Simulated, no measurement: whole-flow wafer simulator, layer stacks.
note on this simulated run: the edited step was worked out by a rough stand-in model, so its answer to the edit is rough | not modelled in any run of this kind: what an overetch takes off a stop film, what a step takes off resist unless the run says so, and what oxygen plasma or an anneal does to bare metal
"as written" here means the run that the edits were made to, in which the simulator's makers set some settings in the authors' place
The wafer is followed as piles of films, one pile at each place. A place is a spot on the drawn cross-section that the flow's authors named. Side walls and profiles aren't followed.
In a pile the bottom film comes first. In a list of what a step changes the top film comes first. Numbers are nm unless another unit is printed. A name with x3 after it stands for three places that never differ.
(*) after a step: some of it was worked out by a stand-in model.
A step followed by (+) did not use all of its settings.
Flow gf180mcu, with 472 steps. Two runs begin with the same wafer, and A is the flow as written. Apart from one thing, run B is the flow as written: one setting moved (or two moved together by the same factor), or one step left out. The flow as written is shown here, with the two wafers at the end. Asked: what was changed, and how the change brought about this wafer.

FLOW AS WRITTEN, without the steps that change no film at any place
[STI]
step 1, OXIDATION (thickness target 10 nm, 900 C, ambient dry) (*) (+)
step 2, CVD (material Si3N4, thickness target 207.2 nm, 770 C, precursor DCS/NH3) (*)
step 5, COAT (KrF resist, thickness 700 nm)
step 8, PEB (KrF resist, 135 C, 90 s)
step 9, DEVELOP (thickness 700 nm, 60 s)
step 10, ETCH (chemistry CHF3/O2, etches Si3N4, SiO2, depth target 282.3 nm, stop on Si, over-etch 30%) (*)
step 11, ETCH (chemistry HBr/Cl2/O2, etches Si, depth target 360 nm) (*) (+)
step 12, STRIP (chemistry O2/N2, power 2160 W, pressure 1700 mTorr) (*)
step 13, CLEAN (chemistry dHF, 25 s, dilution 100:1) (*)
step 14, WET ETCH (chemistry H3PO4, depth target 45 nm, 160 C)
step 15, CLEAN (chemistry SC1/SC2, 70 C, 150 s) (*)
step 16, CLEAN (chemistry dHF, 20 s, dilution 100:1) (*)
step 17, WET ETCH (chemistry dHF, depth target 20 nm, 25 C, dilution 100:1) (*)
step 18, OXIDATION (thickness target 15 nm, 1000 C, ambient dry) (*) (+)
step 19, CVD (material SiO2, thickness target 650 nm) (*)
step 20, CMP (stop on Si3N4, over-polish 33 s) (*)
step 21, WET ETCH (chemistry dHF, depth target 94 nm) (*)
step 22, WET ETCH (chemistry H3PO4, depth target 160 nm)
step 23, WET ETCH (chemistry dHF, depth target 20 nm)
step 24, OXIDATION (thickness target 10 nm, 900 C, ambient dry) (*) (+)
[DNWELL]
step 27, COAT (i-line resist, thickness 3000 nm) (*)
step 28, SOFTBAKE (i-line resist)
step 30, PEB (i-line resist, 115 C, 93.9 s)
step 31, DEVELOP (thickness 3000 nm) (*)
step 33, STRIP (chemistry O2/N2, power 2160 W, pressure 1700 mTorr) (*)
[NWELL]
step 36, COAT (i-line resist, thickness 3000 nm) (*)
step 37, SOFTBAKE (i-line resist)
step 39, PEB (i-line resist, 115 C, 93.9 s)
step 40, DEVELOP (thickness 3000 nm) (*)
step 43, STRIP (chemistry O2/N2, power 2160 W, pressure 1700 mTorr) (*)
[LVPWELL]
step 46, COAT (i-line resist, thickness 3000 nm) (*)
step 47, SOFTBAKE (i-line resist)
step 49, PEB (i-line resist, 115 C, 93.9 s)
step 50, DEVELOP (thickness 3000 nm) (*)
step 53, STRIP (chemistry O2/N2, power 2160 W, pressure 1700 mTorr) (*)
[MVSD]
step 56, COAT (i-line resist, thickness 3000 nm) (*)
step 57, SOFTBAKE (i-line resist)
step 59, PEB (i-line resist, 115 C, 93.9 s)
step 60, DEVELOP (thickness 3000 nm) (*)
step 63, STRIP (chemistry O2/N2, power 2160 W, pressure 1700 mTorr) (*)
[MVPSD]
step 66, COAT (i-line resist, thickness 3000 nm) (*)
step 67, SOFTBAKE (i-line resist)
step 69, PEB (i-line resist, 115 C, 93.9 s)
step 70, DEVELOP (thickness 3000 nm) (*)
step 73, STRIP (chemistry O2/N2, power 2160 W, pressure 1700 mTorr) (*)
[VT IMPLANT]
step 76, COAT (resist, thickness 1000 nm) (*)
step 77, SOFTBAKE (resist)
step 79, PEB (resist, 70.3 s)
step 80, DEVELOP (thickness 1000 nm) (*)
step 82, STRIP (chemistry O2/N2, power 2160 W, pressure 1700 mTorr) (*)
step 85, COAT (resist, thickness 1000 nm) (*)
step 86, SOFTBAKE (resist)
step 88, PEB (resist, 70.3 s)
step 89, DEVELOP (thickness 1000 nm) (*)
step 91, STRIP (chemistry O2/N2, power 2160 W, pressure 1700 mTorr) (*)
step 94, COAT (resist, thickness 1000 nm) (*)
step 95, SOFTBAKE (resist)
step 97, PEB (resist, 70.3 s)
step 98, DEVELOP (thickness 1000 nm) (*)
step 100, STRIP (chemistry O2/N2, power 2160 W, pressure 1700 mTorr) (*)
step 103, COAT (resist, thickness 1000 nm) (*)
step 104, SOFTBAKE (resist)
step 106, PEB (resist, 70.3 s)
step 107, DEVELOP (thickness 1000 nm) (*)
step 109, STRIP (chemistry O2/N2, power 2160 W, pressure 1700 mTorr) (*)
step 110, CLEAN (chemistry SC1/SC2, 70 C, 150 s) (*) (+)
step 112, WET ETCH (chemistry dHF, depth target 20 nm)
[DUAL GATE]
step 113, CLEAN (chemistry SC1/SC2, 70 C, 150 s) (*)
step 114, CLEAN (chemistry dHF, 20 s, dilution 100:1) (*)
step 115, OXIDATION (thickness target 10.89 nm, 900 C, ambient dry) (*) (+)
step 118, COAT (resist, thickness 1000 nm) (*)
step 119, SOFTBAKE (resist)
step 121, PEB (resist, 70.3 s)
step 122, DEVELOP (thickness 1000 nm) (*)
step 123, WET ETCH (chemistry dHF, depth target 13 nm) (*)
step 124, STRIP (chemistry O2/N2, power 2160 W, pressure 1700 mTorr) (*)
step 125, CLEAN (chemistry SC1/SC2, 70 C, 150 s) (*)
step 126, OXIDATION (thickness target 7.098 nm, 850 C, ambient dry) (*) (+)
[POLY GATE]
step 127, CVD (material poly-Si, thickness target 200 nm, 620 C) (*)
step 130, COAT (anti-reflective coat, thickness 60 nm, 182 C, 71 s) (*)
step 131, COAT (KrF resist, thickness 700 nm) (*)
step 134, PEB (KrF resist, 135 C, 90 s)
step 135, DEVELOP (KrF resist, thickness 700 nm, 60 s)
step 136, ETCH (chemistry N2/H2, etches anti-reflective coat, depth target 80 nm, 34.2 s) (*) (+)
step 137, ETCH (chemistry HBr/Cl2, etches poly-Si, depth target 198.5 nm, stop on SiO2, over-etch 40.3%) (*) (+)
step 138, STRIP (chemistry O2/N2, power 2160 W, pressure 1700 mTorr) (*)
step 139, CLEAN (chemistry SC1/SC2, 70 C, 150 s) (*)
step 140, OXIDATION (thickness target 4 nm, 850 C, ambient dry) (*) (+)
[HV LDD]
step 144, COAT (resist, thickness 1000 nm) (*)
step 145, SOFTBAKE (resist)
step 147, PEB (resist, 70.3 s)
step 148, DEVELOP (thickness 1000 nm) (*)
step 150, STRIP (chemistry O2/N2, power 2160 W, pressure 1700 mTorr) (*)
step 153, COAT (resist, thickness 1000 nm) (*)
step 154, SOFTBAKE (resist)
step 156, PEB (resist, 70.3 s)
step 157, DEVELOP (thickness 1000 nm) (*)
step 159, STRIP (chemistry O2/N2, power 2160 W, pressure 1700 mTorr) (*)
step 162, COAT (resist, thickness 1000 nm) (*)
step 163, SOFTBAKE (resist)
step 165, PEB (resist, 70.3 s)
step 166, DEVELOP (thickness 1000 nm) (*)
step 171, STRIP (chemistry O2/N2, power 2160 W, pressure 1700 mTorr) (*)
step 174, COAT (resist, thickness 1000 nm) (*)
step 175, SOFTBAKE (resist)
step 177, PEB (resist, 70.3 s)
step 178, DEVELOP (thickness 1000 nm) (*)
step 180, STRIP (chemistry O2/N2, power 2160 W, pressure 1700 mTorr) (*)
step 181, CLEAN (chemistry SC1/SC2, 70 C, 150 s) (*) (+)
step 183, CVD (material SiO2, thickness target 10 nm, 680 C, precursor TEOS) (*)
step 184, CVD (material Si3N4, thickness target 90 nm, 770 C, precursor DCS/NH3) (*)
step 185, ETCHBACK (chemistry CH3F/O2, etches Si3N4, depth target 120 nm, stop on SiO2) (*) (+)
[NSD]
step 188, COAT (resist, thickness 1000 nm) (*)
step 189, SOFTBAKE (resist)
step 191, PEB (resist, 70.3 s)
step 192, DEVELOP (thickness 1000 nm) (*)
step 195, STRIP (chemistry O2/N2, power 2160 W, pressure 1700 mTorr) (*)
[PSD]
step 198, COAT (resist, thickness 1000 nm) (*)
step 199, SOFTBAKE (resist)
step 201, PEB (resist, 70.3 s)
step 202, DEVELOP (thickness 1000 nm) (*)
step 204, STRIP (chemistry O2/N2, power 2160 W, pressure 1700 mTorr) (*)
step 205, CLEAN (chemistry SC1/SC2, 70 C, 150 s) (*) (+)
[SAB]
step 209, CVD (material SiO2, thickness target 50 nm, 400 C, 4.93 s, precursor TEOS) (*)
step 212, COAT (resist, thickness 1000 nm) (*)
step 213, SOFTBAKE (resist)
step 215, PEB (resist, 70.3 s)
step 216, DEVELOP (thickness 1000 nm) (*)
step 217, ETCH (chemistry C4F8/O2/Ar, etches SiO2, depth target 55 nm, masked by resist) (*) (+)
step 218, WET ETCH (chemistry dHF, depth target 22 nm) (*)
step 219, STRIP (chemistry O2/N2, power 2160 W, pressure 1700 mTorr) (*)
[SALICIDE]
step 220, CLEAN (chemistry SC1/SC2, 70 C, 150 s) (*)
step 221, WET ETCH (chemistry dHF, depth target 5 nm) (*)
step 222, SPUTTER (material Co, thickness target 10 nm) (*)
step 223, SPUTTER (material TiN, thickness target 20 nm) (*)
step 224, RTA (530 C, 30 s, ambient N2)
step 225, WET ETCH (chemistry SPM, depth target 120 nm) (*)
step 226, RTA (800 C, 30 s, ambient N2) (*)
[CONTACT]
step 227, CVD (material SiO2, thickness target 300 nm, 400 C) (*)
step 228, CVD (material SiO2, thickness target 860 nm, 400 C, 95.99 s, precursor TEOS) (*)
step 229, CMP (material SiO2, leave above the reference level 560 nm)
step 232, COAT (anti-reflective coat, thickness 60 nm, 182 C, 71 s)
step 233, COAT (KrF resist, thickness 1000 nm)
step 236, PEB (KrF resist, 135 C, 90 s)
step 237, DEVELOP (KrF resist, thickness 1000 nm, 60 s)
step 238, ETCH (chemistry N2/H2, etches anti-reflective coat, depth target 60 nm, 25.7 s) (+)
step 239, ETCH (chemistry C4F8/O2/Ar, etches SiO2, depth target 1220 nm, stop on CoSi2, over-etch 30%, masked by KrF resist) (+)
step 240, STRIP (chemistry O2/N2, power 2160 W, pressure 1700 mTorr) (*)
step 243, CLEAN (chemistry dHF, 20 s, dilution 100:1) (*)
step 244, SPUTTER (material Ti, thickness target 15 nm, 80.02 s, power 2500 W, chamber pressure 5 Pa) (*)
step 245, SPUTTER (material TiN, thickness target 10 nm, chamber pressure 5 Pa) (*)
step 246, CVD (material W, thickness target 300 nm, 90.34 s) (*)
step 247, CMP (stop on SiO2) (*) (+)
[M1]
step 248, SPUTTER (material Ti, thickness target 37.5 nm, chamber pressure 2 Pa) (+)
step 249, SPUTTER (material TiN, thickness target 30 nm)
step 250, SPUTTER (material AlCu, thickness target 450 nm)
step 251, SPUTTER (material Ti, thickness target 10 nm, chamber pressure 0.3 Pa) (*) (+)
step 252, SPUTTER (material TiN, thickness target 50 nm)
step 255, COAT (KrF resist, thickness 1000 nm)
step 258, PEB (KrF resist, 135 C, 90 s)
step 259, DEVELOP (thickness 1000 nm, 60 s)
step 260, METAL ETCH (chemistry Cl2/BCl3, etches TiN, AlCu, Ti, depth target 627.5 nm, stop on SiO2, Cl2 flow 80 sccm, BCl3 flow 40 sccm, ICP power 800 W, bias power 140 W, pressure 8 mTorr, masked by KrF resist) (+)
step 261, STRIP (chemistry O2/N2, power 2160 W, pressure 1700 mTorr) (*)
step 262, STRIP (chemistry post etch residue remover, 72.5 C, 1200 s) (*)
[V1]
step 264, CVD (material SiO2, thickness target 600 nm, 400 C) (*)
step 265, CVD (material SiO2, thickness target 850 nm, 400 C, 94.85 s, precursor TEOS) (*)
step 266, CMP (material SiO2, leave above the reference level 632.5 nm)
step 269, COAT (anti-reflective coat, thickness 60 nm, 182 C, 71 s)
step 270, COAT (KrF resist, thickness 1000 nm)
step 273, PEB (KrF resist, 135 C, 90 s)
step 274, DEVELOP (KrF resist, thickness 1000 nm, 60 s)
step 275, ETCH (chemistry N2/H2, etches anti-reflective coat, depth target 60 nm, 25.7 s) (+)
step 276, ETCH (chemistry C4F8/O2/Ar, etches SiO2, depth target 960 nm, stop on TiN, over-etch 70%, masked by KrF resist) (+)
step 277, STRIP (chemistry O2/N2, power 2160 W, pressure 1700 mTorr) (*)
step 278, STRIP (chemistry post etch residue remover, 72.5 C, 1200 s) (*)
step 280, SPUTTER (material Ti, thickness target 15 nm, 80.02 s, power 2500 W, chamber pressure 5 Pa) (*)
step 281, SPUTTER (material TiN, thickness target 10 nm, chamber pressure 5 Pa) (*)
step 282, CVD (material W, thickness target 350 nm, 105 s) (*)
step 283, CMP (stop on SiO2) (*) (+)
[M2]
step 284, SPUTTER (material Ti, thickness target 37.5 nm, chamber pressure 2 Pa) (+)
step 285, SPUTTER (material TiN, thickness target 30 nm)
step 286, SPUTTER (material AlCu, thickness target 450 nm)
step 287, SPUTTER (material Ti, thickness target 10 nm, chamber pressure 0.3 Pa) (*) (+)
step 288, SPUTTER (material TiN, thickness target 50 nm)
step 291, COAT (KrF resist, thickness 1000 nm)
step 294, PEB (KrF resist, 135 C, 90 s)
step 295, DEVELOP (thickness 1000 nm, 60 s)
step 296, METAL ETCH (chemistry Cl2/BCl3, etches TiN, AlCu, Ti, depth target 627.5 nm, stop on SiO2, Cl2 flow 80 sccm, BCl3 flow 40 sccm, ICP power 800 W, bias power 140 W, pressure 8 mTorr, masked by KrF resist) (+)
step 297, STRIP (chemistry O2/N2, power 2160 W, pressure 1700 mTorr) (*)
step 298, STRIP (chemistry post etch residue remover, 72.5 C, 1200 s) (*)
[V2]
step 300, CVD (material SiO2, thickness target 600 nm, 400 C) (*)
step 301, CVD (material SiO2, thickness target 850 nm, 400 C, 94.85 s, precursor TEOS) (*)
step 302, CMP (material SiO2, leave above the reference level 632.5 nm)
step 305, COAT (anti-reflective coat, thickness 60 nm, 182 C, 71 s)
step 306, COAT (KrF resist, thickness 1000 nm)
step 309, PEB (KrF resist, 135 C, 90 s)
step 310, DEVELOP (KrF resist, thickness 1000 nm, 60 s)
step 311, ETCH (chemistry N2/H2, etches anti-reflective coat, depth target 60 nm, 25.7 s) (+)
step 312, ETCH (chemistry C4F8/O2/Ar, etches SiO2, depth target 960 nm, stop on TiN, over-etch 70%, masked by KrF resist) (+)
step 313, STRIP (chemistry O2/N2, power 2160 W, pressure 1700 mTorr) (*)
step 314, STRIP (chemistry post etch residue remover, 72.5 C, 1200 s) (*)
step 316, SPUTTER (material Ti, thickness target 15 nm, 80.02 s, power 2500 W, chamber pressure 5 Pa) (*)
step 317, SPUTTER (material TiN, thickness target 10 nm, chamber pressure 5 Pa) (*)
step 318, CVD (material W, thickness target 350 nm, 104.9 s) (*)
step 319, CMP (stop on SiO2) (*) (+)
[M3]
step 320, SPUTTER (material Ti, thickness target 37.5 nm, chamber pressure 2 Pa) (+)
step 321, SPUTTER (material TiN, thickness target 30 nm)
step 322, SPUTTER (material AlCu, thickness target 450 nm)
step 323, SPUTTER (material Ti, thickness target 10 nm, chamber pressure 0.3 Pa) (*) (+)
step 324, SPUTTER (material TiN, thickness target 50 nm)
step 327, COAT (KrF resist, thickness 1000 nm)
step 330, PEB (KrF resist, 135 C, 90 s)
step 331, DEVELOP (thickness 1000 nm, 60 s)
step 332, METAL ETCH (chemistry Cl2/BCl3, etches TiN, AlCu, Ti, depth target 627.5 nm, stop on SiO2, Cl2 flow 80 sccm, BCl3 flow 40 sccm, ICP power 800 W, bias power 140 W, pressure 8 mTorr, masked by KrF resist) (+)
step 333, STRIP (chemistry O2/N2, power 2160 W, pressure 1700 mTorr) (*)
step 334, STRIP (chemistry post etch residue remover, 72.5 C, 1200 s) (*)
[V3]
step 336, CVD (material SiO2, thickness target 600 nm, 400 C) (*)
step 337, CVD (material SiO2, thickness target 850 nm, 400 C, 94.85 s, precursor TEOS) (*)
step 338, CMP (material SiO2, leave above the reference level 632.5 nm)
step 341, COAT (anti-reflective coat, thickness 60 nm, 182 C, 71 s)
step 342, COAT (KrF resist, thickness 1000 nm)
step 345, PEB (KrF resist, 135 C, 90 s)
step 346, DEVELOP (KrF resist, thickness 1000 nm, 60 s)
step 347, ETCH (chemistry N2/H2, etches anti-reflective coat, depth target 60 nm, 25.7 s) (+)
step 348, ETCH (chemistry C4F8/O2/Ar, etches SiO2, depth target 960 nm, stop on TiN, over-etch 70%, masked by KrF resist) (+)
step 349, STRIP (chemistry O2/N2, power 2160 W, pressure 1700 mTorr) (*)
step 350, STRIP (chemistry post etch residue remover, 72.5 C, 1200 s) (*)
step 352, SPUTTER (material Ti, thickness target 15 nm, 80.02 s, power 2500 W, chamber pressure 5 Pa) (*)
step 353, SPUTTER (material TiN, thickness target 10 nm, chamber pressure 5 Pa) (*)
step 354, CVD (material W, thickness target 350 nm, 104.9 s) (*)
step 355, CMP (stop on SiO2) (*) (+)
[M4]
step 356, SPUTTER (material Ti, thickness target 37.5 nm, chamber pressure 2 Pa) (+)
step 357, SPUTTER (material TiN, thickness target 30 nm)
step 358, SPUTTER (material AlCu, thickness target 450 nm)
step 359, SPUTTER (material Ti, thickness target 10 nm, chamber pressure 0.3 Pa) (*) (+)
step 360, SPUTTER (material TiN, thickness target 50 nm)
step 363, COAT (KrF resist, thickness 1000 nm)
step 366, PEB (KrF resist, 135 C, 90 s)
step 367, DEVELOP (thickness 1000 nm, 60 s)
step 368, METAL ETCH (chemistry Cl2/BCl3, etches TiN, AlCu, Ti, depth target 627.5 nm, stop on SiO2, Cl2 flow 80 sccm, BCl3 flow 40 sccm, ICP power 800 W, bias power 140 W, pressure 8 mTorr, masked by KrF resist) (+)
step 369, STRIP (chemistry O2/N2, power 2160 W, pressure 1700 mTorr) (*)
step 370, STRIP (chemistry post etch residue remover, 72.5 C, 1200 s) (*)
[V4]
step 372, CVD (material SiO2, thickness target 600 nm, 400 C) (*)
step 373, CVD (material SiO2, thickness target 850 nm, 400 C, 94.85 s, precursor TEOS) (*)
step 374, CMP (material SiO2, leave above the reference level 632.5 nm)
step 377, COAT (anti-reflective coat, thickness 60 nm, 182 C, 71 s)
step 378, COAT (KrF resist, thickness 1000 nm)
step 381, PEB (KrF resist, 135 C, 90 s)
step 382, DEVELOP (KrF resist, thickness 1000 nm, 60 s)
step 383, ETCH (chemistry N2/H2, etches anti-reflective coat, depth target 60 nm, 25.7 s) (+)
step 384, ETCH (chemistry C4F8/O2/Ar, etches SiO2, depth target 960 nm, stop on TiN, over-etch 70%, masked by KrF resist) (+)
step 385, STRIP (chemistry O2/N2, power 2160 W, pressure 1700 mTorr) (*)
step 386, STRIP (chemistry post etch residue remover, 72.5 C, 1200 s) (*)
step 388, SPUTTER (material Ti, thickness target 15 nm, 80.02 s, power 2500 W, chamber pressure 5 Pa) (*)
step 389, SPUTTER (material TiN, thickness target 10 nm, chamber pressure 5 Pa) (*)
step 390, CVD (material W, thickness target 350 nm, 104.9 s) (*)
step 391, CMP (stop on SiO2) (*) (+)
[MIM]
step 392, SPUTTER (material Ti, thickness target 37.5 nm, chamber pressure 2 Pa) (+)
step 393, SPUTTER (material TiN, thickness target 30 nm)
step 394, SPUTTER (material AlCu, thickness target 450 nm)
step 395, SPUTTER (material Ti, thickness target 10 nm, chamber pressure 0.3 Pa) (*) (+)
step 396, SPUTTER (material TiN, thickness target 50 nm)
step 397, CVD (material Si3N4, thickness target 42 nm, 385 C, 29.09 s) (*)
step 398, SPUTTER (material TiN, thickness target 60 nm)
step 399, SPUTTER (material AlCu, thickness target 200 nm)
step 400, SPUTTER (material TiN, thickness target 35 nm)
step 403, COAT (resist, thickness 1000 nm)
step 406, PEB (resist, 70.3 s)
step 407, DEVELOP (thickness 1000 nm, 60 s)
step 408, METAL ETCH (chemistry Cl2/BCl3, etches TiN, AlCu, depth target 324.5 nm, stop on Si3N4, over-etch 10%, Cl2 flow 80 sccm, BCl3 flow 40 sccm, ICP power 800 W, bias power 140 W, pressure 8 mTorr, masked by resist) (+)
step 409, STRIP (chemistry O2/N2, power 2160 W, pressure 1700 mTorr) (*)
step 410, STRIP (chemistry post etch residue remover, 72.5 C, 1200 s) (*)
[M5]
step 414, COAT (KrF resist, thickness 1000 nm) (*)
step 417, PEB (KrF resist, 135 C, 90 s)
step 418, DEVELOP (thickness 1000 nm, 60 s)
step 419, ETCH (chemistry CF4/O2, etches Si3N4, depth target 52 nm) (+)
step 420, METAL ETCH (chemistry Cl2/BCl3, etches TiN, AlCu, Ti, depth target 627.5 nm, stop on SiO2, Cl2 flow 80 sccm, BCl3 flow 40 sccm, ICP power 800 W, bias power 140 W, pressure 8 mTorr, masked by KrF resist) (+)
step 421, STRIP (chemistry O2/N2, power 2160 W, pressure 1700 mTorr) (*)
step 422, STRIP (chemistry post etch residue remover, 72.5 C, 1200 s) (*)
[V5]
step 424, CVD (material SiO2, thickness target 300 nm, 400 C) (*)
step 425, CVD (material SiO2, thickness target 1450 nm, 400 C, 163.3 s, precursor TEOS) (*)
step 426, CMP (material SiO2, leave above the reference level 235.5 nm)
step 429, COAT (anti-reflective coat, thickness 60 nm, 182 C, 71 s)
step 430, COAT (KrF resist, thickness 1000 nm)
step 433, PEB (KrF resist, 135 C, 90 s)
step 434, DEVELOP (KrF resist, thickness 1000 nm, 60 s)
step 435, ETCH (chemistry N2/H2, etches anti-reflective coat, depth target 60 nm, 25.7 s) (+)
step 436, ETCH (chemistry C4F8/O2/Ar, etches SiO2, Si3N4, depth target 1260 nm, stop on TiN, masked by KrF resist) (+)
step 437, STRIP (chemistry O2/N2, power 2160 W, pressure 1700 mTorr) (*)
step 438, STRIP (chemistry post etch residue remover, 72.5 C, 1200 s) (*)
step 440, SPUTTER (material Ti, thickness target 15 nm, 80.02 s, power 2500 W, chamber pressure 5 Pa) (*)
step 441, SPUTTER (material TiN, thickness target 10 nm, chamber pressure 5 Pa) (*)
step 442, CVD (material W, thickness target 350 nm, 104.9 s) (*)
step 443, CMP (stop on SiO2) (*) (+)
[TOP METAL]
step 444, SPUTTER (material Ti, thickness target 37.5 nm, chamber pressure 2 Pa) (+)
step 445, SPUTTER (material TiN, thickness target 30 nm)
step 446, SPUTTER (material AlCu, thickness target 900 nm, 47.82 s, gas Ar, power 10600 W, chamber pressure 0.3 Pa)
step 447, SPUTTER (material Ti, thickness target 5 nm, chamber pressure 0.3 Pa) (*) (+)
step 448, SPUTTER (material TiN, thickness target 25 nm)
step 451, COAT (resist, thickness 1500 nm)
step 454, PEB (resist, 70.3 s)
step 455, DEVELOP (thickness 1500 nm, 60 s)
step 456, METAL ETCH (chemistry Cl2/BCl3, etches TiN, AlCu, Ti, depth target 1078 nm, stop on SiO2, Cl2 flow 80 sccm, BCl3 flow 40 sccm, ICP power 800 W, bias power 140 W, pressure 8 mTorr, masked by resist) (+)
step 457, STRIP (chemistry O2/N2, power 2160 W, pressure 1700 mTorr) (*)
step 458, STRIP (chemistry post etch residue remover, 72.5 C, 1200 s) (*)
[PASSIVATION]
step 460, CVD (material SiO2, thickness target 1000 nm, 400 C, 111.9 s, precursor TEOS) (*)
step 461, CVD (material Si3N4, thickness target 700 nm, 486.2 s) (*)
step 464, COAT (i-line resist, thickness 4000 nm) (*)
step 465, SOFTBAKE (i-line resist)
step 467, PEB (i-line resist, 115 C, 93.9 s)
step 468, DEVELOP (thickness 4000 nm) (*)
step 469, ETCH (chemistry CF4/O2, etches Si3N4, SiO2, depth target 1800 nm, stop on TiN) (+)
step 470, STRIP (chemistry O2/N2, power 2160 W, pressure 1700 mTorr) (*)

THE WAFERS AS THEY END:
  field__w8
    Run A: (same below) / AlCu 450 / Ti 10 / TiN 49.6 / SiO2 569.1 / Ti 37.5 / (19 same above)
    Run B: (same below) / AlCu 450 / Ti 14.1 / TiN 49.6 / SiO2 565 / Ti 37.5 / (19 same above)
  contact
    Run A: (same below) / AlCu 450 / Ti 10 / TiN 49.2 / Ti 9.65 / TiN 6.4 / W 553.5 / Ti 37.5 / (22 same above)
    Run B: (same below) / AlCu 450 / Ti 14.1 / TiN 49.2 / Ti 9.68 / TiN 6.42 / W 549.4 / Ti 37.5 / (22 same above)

Cause: step 323, SPUTTER: thickness target 14.1 nm was run, while the flow as written has thickness target 10 nm.
The wafer lets one read it off: field__w8 has Ti 14.1, and step 323 as written asks for 10 nm.

How this came from the change, step by step:
  step 323, SPUTTER (material Ti, thickness target 10 nm, chamber pressure 0.3 Pa) (*) (+)
      field, field__w1, field__w2 and 108 more: A +10 Ti (new film) | B +14.1 Ti (new film)
  step 332, METAL ETCH (chemistry Cl2/BCl3, etches TiN, AlCu, Ti, depth target 627.5 nm, stop on SiO2, Cl2 flow 80 sccm, BCl3 flow 40 sccm, ICP power 800 W, bias power 140 W, pressure 8 mTorr, masked by KrF resist) (+)
      field, field__w1, field__w2 and 103 more: A -50 TiN (all of it), -10 Ti (all of it), -450 AlCu (all of it), -30 TiN (all of it), -37.5 Ti (all of it) | B -50 TiN (all of it), -14.1 Ti (all of it), -450 AlCu (all of it), -30 TiN (all of it), -37.5 Ti (all of it)
